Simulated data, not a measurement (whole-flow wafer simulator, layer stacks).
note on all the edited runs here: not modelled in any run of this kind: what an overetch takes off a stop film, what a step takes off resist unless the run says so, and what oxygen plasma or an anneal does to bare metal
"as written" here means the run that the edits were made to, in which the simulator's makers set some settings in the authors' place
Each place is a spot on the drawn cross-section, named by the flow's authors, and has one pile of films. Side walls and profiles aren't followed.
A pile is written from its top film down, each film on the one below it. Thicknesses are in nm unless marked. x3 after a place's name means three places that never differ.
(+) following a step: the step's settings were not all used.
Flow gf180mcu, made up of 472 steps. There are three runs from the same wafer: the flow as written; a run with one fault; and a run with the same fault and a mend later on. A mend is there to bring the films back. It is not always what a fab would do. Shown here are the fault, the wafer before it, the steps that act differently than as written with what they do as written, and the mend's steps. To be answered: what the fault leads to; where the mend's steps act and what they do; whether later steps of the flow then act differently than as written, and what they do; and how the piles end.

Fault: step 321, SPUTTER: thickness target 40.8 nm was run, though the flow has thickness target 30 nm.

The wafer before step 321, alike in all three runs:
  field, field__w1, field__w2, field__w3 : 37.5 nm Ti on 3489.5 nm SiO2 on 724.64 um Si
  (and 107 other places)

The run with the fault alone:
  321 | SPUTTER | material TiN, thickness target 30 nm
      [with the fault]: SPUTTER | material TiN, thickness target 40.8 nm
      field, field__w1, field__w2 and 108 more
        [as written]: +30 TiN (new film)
        [with the fault]: +40.8 TiN (new film)
  Later steps of the flow acting differently than as written:
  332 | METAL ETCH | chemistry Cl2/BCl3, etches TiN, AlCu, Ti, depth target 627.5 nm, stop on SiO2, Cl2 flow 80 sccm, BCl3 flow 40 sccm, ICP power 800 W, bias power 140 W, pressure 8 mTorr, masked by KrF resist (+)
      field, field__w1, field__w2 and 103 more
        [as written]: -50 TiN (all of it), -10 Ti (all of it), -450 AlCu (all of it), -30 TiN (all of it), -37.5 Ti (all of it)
        [with the fault]: -50 TiN (all of it), -10 Ti (all of it), -450 AlCu (all of it), -40.8 TiN (all of it), -37.5 Ti (all of it)
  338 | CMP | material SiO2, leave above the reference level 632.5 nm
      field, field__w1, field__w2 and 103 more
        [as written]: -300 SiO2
        [with the fault]: -289.2 SiO2
  By the end, the piles at field__w8, contact, m1, m1__w1, m1_nw depart from the flow's by more than 2% or 0.5 nm, whichever is larger.
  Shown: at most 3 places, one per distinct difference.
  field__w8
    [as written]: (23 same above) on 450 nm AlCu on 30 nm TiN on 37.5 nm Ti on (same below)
    [with the fault]: (23 same above) on 450 nm AlCu on 40.8 nm TiN on 37.5 nm Ti on (same below)
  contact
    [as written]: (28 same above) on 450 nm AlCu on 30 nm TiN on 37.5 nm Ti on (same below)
    [with the fault]: (28 same above) on 450 nm AlCu on 40.8 nm TiN on 37.5 nm Ti on (same below)

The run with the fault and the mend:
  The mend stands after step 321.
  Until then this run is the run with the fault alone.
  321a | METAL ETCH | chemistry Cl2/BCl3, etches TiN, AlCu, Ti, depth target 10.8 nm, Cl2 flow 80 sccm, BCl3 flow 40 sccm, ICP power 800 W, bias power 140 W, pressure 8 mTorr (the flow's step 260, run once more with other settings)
      field, field__w1, field__w2 and 108 more
        -10.8 TiN
  Later steps of the flow that are run all act as written at every place that is followed.
  At every place that both follow, the piles at the end match the flow's.
